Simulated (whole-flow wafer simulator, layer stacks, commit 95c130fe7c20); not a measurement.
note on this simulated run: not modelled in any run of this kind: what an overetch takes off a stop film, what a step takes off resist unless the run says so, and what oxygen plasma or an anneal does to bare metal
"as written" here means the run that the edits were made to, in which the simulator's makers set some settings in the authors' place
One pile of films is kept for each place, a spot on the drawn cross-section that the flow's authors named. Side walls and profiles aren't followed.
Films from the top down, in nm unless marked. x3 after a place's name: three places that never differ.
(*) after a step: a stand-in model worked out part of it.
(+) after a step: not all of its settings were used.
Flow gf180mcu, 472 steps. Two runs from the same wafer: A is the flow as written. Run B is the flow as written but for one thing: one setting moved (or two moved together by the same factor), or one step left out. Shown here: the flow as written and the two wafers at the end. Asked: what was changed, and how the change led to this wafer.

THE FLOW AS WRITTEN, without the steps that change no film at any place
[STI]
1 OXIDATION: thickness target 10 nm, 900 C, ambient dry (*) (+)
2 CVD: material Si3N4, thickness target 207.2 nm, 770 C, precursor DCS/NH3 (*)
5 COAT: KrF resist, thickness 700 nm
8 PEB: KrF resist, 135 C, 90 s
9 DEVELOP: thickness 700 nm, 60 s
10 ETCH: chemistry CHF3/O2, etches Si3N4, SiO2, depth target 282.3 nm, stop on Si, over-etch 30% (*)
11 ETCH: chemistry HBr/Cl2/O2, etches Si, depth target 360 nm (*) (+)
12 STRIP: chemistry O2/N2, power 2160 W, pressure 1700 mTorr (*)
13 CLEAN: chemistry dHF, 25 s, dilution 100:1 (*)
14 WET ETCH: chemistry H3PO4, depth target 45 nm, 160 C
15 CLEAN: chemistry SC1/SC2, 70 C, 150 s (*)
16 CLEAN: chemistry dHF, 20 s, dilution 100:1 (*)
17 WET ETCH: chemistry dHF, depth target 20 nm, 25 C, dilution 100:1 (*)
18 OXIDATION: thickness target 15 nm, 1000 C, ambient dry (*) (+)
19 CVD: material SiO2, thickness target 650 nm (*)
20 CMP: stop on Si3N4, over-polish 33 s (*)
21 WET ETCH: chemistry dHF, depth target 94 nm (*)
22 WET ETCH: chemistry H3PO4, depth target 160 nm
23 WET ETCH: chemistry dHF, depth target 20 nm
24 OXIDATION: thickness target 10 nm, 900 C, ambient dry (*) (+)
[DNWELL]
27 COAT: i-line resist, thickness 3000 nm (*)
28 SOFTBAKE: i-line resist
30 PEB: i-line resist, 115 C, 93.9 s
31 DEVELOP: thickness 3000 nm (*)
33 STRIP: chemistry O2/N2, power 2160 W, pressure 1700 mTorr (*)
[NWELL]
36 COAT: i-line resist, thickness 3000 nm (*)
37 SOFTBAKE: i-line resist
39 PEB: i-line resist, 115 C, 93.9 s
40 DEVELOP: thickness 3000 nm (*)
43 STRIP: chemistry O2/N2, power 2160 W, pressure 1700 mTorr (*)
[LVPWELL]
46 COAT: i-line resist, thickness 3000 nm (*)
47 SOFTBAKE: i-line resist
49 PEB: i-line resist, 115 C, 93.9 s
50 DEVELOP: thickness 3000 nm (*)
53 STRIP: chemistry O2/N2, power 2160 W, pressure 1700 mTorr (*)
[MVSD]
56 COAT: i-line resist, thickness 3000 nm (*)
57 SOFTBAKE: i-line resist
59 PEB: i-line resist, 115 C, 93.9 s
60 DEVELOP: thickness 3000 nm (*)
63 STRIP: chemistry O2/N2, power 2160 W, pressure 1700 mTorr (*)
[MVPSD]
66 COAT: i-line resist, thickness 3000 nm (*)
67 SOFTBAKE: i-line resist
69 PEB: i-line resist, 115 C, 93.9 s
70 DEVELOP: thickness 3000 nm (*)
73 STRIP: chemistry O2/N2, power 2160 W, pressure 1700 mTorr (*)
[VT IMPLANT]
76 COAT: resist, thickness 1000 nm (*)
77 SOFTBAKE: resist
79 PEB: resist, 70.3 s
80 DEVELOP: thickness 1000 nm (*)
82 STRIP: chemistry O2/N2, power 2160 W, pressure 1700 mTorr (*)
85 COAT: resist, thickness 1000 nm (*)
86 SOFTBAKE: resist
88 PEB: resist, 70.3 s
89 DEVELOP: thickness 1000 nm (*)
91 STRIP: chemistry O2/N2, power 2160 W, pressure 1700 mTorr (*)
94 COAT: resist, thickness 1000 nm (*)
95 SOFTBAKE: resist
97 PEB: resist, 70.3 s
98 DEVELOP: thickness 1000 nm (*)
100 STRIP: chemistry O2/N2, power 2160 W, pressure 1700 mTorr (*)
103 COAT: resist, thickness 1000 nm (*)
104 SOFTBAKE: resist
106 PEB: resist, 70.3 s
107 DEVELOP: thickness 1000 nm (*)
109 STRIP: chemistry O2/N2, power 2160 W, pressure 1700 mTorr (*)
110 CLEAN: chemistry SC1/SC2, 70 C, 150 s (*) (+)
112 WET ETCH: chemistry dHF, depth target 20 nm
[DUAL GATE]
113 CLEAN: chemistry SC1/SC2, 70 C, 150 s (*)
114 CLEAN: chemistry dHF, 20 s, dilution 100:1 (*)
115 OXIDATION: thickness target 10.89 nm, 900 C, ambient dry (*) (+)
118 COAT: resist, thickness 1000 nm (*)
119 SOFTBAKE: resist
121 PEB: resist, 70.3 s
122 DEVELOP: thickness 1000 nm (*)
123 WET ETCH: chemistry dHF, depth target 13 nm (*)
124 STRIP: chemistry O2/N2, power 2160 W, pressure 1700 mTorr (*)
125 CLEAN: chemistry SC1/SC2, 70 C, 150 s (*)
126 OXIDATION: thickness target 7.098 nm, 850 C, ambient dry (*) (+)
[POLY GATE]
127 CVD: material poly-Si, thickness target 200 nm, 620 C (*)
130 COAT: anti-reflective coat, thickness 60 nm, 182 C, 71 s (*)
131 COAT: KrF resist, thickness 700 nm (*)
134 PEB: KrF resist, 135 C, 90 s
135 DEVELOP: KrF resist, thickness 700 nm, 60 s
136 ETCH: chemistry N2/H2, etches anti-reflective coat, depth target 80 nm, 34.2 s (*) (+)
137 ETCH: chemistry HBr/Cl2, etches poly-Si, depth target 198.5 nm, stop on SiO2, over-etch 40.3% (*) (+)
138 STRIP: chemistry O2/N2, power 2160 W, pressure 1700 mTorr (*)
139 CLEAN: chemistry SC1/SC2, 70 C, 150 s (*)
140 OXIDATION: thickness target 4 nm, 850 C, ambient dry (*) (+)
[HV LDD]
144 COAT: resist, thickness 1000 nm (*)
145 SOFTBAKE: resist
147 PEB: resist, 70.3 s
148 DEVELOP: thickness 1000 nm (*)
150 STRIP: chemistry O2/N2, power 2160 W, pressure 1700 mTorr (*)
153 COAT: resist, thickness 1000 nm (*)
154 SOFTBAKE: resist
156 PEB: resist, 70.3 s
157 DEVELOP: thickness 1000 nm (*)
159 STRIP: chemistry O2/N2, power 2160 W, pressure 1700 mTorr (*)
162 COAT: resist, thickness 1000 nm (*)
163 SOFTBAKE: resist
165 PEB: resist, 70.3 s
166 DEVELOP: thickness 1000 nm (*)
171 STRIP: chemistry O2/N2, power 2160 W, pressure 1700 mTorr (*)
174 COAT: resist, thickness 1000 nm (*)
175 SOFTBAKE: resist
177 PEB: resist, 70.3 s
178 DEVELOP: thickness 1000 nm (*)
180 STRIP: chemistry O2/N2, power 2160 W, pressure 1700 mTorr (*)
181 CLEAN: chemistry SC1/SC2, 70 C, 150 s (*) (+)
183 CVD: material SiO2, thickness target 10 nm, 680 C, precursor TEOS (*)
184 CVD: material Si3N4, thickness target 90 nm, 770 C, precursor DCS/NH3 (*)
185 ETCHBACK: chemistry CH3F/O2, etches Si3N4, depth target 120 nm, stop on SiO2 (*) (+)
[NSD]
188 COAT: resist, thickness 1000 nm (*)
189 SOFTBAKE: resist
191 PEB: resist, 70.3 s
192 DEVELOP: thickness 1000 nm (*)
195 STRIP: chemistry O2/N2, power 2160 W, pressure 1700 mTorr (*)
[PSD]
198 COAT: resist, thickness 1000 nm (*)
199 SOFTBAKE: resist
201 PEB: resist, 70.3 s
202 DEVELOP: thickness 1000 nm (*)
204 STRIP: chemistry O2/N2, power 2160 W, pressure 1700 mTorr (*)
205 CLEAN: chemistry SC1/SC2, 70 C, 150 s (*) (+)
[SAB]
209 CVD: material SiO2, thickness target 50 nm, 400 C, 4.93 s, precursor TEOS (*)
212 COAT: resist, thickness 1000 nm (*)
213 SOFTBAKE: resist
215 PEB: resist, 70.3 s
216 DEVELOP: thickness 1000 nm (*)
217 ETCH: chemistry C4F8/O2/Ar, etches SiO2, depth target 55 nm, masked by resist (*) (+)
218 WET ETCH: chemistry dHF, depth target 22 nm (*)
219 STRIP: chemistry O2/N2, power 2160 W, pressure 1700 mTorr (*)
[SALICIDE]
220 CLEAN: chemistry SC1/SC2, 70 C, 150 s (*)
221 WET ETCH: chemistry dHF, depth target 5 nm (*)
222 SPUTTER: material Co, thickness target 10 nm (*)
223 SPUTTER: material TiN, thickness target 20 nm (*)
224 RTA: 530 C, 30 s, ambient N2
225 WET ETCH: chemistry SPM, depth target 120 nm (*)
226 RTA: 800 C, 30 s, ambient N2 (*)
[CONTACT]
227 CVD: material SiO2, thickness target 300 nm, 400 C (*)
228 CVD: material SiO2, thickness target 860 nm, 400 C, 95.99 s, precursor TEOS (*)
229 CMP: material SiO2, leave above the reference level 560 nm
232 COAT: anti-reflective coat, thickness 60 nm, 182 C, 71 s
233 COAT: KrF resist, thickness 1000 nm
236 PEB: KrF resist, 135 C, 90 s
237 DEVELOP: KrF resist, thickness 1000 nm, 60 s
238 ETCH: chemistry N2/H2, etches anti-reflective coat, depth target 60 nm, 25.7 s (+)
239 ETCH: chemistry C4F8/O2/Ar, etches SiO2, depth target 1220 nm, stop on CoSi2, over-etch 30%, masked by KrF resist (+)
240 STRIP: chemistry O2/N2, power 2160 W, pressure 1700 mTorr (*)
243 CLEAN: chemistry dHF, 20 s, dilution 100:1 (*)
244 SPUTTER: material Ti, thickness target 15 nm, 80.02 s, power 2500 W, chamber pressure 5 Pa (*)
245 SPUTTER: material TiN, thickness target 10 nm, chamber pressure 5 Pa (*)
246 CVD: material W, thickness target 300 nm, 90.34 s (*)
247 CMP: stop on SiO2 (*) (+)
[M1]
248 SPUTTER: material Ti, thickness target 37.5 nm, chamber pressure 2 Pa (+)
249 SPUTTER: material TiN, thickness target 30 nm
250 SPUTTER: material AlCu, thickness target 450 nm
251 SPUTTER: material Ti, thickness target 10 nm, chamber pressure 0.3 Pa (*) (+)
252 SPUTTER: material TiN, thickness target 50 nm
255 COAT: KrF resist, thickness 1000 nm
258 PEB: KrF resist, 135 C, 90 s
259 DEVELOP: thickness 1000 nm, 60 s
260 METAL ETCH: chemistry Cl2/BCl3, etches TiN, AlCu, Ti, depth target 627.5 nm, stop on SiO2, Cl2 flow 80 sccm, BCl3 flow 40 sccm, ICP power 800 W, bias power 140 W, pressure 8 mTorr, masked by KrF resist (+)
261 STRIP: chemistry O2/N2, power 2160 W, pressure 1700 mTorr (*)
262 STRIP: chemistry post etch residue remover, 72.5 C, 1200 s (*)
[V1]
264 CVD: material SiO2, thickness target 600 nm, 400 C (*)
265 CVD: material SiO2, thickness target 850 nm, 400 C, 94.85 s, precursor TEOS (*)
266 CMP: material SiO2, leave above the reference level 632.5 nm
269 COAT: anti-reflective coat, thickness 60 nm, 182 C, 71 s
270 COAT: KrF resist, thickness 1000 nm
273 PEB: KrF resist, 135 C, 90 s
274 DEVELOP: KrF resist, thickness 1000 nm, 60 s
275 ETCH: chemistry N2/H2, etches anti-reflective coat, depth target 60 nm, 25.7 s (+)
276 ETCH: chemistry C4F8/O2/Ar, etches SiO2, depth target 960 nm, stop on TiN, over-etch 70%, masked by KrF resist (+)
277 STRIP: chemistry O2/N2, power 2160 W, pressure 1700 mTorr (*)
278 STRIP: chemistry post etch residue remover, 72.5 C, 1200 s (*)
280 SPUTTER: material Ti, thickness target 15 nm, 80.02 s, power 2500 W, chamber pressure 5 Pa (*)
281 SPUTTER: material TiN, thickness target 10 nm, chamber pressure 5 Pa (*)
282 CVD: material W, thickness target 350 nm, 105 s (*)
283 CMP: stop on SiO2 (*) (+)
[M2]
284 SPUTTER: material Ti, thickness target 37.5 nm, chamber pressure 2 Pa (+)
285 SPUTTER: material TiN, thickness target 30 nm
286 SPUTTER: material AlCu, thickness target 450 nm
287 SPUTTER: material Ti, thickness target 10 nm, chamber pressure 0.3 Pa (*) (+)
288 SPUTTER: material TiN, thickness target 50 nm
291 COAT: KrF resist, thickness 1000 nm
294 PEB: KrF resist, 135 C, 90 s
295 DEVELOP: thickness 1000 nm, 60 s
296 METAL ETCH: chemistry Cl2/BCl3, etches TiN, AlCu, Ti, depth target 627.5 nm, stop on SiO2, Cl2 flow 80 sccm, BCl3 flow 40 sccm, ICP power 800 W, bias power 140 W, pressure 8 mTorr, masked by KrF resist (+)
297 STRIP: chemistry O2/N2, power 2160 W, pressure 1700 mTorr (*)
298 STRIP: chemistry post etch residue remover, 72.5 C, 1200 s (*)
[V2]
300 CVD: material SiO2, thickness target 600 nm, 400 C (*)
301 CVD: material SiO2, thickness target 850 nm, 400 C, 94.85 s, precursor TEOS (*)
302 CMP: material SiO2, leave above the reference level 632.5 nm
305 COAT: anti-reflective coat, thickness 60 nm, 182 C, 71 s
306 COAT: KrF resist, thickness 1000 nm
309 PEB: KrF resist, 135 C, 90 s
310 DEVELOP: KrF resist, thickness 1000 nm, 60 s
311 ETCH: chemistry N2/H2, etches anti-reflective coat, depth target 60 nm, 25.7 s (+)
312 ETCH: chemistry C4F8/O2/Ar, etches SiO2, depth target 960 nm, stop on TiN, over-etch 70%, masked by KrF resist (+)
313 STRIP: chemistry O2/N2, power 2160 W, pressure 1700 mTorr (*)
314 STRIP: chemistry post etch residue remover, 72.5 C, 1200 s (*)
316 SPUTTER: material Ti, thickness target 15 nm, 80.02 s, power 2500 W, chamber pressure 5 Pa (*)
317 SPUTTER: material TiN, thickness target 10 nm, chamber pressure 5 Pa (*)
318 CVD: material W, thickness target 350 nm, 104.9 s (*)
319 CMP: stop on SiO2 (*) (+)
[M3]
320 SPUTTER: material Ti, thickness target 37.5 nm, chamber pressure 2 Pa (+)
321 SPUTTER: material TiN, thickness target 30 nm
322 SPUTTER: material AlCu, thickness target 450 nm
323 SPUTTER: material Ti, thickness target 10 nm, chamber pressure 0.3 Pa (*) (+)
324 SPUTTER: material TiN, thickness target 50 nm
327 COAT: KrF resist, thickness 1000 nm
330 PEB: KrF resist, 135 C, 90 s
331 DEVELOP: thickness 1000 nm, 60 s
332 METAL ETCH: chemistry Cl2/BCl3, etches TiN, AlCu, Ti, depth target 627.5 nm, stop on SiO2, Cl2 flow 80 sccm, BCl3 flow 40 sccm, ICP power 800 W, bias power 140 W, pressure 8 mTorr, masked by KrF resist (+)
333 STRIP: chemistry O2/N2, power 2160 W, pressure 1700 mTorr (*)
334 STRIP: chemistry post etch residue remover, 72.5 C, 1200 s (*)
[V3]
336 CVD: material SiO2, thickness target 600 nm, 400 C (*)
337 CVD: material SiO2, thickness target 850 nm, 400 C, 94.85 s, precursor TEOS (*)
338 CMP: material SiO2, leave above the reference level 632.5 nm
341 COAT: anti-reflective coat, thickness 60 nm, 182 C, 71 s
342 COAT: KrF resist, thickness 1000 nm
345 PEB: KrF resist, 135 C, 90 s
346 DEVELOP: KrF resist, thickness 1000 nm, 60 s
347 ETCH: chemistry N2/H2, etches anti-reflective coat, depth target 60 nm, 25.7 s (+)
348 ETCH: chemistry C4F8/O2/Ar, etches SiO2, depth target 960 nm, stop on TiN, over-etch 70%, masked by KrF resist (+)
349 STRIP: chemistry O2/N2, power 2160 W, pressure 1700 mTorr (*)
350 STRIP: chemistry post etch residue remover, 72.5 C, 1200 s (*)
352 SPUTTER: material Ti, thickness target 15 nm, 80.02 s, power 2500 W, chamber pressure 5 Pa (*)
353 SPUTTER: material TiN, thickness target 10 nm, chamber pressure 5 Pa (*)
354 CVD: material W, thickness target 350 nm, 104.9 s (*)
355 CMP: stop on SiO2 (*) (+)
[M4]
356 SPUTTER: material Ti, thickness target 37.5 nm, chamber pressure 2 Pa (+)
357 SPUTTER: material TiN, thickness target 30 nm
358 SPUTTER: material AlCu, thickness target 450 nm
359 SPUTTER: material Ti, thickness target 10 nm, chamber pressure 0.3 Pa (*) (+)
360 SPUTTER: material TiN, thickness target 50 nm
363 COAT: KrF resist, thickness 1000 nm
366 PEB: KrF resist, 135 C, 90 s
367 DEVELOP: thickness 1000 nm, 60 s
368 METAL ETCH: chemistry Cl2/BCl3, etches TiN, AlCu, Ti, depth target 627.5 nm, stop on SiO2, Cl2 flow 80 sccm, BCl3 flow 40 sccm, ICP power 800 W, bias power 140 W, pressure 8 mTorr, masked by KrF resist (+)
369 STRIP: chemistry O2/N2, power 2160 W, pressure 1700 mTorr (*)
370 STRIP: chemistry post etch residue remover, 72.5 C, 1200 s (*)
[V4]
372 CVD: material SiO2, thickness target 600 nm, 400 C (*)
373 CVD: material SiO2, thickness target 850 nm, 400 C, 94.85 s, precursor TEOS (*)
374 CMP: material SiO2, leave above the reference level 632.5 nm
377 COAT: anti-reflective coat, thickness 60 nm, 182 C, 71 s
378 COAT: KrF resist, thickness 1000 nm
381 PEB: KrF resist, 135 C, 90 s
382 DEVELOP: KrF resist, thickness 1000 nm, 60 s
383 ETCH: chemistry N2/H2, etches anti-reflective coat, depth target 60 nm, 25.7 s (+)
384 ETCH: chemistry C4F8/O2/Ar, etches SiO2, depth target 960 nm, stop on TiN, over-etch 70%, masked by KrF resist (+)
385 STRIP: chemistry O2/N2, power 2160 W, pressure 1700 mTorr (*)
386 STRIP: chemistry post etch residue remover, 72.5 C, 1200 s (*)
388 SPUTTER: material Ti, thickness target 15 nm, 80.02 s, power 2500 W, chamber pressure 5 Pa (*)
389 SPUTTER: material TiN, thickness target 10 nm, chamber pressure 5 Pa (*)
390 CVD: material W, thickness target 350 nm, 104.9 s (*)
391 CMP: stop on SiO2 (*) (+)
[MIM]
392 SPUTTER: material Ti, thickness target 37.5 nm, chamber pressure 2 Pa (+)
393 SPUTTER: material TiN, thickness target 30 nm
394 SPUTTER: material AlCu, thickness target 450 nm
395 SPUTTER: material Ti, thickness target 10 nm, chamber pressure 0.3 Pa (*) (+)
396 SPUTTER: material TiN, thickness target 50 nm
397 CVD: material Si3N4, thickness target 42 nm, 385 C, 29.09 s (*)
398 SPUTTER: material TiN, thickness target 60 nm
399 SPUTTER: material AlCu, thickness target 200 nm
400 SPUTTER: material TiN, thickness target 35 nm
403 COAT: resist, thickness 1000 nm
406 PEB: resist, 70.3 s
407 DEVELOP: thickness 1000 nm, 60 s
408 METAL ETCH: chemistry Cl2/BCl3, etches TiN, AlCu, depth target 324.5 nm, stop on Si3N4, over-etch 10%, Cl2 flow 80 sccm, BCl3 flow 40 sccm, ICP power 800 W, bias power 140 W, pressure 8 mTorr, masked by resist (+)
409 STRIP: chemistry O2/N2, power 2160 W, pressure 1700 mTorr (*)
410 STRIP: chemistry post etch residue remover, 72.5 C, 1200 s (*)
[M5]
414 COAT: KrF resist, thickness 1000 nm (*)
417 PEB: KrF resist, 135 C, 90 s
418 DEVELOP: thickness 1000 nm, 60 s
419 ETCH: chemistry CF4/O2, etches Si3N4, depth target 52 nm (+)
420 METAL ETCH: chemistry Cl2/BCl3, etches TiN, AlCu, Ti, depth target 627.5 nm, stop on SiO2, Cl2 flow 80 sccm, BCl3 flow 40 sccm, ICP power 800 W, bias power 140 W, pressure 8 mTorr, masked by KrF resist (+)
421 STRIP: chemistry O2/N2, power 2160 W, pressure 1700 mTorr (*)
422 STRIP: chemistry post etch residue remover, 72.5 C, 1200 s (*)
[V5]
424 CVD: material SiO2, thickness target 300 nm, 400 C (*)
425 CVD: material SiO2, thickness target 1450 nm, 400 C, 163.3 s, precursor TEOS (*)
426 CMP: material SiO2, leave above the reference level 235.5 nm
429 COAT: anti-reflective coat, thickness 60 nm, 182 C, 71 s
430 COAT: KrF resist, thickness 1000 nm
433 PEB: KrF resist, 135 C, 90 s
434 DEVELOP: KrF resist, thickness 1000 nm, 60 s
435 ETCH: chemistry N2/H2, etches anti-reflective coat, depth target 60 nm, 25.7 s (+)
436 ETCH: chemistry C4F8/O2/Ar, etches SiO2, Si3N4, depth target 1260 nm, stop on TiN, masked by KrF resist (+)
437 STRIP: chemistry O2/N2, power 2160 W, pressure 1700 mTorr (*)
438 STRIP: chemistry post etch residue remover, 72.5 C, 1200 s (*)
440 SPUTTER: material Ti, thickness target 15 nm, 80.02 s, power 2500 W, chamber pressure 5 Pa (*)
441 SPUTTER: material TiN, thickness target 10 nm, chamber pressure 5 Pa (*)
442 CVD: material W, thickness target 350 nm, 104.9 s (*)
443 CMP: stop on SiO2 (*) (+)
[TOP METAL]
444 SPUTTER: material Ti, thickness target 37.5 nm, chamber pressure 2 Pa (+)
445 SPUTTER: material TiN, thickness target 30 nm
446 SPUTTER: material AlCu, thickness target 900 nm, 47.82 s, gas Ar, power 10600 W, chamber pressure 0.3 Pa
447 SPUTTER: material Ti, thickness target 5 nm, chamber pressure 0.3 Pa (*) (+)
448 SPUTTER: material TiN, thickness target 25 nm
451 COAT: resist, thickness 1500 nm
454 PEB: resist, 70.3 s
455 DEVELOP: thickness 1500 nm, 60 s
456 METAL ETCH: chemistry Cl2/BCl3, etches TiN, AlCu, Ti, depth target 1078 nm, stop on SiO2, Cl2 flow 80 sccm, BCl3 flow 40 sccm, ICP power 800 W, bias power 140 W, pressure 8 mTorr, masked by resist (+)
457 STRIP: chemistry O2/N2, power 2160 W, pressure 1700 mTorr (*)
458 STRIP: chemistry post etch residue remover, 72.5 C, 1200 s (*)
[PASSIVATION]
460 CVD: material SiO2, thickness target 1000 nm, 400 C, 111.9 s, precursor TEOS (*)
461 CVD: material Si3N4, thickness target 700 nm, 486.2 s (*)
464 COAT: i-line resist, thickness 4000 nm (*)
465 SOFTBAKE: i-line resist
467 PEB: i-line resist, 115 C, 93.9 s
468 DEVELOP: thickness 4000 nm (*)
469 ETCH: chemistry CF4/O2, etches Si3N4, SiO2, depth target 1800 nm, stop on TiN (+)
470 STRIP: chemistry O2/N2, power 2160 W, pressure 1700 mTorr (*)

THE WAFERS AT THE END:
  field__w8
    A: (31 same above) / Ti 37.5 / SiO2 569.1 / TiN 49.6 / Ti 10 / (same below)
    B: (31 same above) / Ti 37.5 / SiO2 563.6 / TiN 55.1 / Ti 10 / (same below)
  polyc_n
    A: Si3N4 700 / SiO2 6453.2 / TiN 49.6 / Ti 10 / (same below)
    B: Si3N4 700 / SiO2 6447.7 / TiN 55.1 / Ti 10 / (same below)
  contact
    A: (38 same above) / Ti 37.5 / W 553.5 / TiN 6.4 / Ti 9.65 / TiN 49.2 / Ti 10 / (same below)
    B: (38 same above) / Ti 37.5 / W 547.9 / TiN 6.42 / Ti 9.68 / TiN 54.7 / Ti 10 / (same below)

The cause: step 252, SPUTTER: thickness target 55.5 nm was run, where the flow has thickness target 50 nm.

How the change led to this, step by step:
  252 SPUTTER: material TiN, thickness target 50 nm
      field, field__w1, field__w2 and 108 more: A TiN +50 (new film) | B TiN +55.5 (new film)
  260 METAL ETCH: chemistry Cl2/BCl3, etches TiN, AlCu, Ti, depth target 627.5 nm, stop on SiO2, Cl2 flow 80 sccm, BCl3 flow 40 sccm, ICP power 800 W, bias power 140 W, pressure 8 mTorr, masked by KrF resist (+)
      field, field__w1, field__w2 and 99 more: A TiN -50 (all of it), Ti -10 (all of it), AlCu -450 (all of it), TiN -30 (all of it), Ti -37.5 (all of it) | B TiN -55.5 (all of it), Ti -10 (all of it), AlCu -450 (all of it), TiN -30 (all of it), Ti -37.5 (all of it)
